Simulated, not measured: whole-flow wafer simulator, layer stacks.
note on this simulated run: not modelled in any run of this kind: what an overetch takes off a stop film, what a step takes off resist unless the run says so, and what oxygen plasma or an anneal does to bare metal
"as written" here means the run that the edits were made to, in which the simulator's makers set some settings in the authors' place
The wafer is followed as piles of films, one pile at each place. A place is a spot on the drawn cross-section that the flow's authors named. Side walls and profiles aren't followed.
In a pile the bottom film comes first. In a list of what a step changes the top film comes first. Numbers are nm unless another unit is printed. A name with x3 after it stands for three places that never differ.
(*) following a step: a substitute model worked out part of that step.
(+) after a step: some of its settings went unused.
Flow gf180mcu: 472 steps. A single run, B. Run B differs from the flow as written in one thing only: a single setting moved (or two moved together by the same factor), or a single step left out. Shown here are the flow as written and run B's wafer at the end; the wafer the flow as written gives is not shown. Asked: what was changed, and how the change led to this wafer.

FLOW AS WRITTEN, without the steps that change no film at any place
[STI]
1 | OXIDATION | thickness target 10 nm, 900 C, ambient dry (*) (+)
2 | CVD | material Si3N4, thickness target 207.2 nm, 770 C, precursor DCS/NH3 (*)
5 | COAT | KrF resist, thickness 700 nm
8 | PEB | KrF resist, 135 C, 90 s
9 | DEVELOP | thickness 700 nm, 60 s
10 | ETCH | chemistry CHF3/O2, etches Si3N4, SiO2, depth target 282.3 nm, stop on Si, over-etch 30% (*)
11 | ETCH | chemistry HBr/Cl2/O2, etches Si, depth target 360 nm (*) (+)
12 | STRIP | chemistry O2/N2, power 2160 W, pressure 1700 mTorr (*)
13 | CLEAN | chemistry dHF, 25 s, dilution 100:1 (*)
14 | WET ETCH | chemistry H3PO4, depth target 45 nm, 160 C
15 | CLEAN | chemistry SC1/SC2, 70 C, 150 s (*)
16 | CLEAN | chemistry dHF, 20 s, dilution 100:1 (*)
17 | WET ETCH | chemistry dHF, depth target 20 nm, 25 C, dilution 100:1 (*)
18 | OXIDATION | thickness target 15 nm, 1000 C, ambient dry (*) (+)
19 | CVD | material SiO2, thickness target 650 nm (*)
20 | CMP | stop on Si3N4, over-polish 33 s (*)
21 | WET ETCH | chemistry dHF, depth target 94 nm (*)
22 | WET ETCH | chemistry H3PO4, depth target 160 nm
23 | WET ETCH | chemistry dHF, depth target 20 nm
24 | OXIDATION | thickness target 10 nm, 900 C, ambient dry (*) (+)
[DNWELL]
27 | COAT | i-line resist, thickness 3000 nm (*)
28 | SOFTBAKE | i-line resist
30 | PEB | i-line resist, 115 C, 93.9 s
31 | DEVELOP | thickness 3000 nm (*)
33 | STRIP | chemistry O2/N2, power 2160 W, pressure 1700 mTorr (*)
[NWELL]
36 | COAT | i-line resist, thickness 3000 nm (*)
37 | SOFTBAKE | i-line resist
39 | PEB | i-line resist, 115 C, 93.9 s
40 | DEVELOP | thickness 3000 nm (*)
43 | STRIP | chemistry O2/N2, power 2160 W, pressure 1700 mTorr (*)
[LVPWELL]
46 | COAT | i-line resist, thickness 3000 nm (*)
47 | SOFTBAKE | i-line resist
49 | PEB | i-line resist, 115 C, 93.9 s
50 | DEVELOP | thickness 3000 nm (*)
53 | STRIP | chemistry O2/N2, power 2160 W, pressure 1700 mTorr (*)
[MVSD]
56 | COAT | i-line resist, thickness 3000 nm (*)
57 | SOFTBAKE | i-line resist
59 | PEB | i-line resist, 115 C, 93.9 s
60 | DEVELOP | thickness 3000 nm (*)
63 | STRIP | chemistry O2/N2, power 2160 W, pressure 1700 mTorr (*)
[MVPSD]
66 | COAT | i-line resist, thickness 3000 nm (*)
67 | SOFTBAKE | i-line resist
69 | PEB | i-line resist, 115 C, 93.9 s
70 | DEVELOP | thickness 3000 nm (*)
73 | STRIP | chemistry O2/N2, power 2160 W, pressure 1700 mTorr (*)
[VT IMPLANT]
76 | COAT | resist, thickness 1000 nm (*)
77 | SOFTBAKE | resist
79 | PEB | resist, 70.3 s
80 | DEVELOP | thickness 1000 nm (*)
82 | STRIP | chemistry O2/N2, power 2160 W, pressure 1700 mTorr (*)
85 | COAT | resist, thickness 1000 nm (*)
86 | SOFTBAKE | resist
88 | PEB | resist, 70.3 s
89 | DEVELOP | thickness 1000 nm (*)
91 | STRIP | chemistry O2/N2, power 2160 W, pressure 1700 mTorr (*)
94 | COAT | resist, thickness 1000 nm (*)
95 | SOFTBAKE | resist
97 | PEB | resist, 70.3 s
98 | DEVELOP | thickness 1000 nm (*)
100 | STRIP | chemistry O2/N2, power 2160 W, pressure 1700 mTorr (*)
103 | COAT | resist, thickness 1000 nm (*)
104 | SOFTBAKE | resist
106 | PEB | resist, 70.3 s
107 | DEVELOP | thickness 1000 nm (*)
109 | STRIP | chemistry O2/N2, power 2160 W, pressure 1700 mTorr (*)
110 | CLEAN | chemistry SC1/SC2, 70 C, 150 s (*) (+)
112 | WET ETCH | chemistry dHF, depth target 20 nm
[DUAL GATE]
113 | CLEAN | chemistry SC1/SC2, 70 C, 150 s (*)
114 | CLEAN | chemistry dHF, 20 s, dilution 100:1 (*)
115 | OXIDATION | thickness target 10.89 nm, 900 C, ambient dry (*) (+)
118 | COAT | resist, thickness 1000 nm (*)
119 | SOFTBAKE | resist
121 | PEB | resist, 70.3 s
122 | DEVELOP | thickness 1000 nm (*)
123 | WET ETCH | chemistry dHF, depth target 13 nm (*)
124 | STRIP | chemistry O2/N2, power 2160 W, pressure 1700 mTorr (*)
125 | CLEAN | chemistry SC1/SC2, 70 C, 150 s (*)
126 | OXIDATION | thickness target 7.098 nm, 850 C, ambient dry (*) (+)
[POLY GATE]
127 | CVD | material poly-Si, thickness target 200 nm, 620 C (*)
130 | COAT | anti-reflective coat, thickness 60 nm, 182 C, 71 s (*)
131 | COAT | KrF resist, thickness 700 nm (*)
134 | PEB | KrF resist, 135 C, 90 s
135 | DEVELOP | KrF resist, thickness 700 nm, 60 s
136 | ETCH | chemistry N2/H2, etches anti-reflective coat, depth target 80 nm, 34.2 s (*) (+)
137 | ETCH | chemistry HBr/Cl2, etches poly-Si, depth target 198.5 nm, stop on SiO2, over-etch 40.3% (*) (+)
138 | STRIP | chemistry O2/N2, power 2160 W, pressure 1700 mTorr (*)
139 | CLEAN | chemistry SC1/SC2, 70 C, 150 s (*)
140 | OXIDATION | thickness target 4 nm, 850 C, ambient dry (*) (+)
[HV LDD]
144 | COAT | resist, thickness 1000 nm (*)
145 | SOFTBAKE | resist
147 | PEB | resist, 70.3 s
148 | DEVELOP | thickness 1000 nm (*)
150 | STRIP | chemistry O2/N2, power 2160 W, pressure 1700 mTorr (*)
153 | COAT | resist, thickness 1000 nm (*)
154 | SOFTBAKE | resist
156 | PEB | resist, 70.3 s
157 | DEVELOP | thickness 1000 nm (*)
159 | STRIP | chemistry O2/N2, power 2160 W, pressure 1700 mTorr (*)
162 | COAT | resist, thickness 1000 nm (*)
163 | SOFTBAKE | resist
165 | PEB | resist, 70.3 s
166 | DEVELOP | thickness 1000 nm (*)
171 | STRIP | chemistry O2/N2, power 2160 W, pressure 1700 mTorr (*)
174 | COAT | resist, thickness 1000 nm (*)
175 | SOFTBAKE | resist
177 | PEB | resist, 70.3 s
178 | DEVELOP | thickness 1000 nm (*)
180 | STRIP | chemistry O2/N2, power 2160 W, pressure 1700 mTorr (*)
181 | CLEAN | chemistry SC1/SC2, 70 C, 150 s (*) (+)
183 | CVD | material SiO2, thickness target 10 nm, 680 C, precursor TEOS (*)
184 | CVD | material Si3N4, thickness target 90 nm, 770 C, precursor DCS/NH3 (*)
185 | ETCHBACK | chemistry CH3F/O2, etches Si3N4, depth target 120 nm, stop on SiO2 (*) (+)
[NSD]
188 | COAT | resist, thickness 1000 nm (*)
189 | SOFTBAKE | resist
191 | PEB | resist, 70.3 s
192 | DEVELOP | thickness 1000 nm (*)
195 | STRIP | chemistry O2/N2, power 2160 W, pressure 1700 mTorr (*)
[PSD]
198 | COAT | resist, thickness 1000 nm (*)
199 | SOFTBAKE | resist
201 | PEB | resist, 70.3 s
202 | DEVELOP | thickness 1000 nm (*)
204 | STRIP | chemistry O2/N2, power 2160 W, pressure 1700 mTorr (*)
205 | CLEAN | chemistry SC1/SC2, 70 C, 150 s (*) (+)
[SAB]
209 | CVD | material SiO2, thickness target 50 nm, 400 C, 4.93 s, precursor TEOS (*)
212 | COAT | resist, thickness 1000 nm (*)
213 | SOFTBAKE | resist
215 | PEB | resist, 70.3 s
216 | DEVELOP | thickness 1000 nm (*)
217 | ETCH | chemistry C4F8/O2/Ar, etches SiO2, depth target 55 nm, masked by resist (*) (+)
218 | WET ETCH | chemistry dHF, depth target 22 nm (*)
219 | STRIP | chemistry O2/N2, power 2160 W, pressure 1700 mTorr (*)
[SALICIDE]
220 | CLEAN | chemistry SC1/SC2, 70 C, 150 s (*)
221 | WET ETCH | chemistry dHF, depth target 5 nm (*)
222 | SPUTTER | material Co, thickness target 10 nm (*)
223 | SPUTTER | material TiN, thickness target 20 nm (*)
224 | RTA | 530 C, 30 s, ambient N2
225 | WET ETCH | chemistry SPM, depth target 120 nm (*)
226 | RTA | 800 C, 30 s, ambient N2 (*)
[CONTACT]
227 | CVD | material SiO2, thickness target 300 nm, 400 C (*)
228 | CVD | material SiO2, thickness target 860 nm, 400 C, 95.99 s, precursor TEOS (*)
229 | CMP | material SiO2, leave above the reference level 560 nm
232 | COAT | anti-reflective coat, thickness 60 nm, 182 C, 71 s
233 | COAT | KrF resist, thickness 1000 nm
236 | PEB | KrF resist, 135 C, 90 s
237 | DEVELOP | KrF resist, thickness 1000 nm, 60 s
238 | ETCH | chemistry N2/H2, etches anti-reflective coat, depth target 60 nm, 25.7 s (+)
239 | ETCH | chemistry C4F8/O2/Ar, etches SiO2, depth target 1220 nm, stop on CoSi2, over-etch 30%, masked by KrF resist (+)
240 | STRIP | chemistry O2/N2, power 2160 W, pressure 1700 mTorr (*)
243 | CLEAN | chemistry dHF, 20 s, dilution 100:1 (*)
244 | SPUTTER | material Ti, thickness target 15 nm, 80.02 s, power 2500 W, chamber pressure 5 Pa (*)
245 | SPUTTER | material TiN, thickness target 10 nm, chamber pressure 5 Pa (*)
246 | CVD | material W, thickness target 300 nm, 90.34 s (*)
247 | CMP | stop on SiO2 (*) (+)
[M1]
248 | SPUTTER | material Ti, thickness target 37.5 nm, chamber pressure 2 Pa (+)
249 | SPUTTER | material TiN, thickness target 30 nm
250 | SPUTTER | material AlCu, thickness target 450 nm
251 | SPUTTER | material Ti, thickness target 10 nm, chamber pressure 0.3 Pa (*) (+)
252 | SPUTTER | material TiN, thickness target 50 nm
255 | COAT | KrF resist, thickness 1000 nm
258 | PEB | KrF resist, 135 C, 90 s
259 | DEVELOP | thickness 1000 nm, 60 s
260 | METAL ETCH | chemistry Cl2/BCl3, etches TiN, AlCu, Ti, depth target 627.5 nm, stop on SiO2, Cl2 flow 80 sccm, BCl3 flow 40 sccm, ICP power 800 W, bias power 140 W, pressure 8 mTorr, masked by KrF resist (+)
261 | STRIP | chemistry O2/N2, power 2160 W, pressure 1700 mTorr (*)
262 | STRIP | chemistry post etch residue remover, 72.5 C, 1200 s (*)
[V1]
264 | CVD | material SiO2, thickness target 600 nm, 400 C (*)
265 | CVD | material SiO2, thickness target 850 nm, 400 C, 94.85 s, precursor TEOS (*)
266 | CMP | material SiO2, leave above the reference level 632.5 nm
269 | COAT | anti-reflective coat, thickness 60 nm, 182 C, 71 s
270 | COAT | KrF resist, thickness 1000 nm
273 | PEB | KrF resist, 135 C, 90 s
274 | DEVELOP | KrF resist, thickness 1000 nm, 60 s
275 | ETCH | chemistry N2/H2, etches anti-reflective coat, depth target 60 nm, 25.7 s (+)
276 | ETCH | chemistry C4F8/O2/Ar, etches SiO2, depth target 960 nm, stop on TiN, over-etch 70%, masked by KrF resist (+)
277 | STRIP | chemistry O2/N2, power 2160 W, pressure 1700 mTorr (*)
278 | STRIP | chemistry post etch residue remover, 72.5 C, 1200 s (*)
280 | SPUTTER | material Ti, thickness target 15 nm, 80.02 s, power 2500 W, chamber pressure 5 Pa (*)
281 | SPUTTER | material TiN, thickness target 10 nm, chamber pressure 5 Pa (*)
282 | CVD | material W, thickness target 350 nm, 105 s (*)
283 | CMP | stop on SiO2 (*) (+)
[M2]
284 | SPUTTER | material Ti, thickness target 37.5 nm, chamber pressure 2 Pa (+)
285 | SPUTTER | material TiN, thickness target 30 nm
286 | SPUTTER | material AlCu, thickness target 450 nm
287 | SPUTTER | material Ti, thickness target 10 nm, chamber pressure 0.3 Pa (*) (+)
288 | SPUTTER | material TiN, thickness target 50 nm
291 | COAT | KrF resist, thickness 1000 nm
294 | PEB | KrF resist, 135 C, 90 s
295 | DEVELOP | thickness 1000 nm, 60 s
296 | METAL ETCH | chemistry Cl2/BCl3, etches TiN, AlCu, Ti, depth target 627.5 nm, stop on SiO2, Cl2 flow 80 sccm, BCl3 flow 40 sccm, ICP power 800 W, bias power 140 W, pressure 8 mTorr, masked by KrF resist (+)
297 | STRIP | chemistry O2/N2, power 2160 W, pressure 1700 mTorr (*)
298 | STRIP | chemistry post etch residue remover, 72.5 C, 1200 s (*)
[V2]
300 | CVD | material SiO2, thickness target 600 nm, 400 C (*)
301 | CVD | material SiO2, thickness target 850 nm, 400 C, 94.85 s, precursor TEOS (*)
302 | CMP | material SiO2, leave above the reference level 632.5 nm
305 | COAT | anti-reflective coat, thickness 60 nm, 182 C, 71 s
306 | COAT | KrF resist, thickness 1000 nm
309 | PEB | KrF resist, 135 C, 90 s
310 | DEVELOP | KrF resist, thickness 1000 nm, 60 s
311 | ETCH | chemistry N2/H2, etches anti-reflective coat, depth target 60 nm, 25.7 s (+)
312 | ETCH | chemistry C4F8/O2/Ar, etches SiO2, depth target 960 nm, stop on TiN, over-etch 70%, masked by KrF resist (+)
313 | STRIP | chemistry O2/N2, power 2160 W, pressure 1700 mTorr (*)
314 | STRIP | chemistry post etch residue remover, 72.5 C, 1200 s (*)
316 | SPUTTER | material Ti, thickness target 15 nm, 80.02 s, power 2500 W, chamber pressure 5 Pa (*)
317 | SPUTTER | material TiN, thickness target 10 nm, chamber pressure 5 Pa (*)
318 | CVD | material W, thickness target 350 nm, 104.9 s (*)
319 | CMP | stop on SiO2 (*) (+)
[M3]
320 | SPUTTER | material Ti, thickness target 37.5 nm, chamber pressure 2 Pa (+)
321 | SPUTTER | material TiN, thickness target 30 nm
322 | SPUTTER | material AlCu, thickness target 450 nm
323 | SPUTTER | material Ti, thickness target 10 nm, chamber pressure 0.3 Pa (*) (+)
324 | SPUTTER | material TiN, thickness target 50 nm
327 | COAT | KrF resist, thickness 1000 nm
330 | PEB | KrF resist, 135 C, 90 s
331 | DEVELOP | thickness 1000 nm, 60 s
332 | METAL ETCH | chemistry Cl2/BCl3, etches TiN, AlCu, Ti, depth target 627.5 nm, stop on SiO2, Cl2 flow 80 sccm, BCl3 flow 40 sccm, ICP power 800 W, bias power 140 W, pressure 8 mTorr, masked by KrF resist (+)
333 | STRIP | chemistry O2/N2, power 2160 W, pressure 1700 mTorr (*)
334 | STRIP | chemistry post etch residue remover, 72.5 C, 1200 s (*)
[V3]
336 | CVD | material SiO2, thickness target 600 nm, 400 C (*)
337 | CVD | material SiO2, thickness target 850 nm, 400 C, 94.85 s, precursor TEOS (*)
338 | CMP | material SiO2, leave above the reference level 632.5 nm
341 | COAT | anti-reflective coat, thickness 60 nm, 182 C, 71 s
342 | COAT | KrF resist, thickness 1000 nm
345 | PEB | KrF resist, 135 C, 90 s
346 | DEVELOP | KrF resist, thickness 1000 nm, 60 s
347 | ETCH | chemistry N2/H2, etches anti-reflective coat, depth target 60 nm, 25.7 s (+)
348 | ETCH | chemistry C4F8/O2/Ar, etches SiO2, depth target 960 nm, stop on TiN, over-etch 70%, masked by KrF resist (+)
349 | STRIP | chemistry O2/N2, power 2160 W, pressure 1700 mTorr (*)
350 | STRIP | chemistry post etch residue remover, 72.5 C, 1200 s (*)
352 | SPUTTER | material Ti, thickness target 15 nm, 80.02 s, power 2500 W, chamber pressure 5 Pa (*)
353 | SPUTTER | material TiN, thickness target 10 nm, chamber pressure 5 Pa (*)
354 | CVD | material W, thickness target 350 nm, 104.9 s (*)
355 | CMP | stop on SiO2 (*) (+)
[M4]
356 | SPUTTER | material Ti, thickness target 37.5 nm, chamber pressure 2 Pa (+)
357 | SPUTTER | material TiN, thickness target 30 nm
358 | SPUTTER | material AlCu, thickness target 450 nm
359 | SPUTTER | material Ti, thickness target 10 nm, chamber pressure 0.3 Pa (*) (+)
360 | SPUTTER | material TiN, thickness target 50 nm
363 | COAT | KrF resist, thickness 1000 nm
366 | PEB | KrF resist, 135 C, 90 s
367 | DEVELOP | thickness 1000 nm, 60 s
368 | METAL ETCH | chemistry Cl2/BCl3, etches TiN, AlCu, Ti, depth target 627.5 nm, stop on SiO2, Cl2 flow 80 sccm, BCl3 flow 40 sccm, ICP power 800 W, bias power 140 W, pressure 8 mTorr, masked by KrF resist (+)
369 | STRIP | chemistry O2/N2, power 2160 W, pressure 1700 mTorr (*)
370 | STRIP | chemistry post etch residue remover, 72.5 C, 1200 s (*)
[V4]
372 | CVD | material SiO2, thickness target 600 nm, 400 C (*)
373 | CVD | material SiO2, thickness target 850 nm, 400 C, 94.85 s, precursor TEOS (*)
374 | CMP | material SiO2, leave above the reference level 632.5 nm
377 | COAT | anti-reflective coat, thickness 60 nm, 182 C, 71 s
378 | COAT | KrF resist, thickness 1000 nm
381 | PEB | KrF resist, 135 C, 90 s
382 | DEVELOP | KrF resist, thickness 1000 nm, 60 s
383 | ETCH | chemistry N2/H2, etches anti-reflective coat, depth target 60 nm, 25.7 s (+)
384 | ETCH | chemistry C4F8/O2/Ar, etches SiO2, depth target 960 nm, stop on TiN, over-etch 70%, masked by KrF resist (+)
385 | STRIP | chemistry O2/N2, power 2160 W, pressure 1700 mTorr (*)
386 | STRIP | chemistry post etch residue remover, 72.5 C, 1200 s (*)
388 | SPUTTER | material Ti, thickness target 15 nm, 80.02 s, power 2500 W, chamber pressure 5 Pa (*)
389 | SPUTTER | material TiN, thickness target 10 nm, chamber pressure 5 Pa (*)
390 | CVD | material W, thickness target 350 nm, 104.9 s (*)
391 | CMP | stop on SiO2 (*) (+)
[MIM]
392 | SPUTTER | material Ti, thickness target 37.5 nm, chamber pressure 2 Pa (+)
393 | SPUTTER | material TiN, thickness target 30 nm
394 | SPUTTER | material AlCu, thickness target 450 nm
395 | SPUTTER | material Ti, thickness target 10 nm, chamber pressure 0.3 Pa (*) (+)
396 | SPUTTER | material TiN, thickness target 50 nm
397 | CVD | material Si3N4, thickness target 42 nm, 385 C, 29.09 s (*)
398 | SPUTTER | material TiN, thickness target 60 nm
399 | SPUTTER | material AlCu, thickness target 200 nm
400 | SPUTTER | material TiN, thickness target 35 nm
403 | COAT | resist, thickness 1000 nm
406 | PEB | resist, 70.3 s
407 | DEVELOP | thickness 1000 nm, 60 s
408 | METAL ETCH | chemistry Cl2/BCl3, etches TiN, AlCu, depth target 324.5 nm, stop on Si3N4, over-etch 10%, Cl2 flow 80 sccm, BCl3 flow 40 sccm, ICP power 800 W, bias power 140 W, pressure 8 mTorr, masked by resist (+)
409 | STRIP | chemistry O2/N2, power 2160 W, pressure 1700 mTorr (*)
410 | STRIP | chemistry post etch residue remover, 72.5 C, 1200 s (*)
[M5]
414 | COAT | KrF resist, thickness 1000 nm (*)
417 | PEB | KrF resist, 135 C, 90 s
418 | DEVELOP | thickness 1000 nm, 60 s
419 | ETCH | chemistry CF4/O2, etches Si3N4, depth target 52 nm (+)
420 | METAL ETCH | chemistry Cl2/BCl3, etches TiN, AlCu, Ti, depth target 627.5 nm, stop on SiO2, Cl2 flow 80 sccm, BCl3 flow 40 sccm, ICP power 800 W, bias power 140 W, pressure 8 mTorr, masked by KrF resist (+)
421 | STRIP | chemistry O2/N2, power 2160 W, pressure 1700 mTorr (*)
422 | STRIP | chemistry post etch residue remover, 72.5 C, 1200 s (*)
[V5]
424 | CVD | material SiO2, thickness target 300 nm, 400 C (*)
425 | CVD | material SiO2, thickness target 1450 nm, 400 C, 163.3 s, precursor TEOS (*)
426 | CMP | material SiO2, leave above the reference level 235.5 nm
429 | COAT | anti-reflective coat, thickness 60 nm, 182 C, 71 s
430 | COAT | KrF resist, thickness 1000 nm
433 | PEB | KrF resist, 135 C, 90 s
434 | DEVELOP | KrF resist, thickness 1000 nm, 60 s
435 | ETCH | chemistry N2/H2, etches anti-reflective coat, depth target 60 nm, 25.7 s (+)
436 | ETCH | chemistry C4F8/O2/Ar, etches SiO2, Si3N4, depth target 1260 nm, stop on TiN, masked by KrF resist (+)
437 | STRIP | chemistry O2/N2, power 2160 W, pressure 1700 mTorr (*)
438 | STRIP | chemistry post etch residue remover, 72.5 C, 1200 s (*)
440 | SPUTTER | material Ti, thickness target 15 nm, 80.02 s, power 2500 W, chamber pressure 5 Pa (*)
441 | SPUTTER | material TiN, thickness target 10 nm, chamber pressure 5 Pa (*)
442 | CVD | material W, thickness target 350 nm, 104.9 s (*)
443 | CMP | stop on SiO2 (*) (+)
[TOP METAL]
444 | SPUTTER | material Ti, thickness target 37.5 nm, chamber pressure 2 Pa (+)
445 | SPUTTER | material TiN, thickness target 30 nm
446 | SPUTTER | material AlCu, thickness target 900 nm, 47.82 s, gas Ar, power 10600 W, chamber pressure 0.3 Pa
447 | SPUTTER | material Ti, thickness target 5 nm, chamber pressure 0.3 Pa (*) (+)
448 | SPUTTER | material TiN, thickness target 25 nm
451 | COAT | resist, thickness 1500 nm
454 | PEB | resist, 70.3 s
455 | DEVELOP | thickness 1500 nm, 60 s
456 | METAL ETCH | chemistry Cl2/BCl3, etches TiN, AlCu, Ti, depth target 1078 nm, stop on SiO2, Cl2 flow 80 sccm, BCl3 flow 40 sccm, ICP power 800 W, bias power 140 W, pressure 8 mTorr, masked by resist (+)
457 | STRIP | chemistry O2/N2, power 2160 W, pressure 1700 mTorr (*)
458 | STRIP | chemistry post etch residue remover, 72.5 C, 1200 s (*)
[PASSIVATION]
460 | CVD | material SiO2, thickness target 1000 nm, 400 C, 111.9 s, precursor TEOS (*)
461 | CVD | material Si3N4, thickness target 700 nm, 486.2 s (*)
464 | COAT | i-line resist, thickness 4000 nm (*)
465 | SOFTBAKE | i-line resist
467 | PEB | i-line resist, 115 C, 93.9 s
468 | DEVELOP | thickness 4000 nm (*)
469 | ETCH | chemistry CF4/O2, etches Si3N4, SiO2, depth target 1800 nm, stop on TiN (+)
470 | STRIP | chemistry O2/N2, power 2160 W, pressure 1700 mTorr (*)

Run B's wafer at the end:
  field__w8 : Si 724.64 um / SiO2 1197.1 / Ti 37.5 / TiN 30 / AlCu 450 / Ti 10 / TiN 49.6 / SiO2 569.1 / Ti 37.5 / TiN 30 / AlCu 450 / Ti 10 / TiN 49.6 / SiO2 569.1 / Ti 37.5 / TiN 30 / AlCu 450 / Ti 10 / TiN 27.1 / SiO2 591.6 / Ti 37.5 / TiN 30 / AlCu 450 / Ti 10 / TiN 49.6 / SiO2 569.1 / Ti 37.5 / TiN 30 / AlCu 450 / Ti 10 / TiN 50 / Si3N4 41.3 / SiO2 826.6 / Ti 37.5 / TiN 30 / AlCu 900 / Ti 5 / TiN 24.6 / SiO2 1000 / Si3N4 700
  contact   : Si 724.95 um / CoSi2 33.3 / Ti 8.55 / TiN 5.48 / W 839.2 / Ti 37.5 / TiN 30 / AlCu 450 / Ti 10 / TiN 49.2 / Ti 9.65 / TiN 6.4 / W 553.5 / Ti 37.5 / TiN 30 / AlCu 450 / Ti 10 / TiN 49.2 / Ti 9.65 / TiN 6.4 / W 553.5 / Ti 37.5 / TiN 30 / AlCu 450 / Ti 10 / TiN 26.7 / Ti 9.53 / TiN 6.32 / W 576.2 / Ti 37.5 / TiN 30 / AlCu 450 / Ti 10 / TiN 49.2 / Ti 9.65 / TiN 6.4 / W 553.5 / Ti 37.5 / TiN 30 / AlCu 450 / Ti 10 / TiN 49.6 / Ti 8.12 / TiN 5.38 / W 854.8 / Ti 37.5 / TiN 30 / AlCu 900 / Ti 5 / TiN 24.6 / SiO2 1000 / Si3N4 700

What caused this: step 324, SPUTTER: thickness target 27.5 nm was run, though the flow has thickness target 50 nm.

How this came from the change, step by step:
  324 | SPUTTER | material TiN, thickness target 50 nm
      field, field__w1, field__w2 and 108 more: +27.5 TiN (new film) (as written it would have been: +50 TiN (new film))
  332 | METAL ETCH | chemistry Cl2/BCl3, etches TiN, AlCu, Ti, depth target 627.5 nm, stop on SiO2, Cl2 flow 80 sccm, BCl3 flow 40 sccm, ICP power 800 W, bias power 140 W, pressure 8 mTorr, masked by KrF resist (+)
      field, field__w1, field__w2 and 103 more: -27.5 TiN (all of it), -10 Ti (all of it), -450 AlCu (all of it), -30 TiN (all of it), -37.5 Ti (all of it) (as written it would have been: -50 TiN (all of it), -10 Ti (all of it), -450 AlCu (all of it), -30 TiN (all of it), -37.5 Ti (all of it))
  338 | CMP | material SiO2, leave above the reference level 632.5 nm
      field__w8, contact, m1, m1__w1, m1_nw: -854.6 SiO2 (as written it would have been: -877.1 SiO2)
  348 | ETCH | chemistry C4F8/O2/Ar, etches SiO2, depth target 960 nm, stop on TiN, over-etch 70%, masked by KrF resist (+)
      contact: -595 SiO2 (all of it) (as written it would have been: -572.5 SiO2 (all of it))
  354 | CVD | material W, thickness target 350 nm, 104.9 s (*)
      contact: +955 W (new film) (as written it would have been: +932.3 W (new film))
